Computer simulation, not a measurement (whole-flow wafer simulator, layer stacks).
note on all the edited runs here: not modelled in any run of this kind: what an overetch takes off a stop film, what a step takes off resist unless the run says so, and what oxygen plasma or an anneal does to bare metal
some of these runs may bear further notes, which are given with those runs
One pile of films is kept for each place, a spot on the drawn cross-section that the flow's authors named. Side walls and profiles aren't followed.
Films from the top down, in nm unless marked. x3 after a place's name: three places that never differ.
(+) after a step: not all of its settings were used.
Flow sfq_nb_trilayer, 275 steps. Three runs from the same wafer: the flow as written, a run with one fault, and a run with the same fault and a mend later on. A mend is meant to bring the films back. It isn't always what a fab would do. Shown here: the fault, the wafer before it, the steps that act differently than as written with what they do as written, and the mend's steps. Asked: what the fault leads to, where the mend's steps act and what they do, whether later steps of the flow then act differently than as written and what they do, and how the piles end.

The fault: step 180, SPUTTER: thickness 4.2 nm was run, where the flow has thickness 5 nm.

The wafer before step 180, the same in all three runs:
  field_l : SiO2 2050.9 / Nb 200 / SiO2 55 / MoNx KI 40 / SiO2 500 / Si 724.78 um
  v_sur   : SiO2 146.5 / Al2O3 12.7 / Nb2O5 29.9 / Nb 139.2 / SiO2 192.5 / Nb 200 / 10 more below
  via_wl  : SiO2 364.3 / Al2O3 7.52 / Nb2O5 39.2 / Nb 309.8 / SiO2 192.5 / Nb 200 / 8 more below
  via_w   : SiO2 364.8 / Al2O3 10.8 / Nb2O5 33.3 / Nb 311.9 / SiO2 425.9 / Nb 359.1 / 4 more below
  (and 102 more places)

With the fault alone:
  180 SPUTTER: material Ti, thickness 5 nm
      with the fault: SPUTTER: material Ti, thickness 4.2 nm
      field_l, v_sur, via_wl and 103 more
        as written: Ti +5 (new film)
        with the fault: Ti +4.2 (new film)
  Later steps of the flow that act differently than as written (18 more steps differ only slightly, by at most 2% or 0.5 nm, whichever is larger, and aren't shown):
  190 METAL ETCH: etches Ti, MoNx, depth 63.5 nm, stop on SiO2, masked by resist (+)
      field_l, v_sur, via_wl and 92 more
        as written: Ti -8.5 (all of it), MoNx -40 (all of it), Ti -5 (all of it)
        with the fault: Ti -8.5 (all of it), MoNx -40 (all of it), Ti -4.2 (all of it)
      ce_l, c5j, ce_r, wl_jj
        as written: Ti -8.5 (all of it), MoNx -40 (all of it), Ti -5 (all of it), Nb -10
        with the fault: Ti -8.5 (all of it), MoNx -40 (all of it), Ti -4.2 (all of it), Nb -10.8
  At the end the piles differ from the flow's by more than 2% or 0.5 nm, whichever is larger, at be_r, r_sur, res, r_end, r5r_line_l, r5r_line_c, r5r_line_r.
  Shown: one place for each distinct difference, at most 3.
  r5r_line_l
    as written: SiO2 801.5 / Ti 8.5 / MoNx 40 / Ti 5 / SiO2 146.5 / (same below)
    with the fault: SiO2 802.3 / Ti 8.5 / MoNx 40 / Ti 4.2 / SiO2 146.5 / (same below)
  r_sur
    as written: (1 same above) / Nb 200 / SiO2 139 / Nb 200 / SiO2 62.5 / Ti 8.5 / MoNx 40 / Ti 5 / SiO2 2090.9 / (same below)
    with the fault: (1 same above) / Nb 200 / SiO2 139.8 / Nb 200 / SiO2 62.5 / Ti 8.5 / MoNx 40 / Ti 4.2 / SiO2 2090.9 / (same below)
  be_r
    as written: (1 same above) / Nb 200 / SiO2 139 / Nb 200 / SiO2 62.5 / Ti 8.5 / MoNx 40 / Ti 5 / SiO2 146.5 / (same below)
    with the fault: (1 same above) / Nb 200 / SiO2 139.8 / Nb 200 / SiO2 62.5 / Ti 8.5 / MoNx 40 / Ti 4.2 / SiO2 146.5 / (same below)

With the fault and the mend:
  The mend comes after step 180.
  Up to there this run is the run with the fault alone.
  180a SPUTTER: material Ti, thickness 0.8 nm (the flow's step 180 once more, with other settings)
      field_l, v_sur, via_wl and 103 more
        Ti +0.8
  No later step of the flow acts differently than as written at any place that is followed.
  At the end the piles are the same as the flow's at every place that both follow.
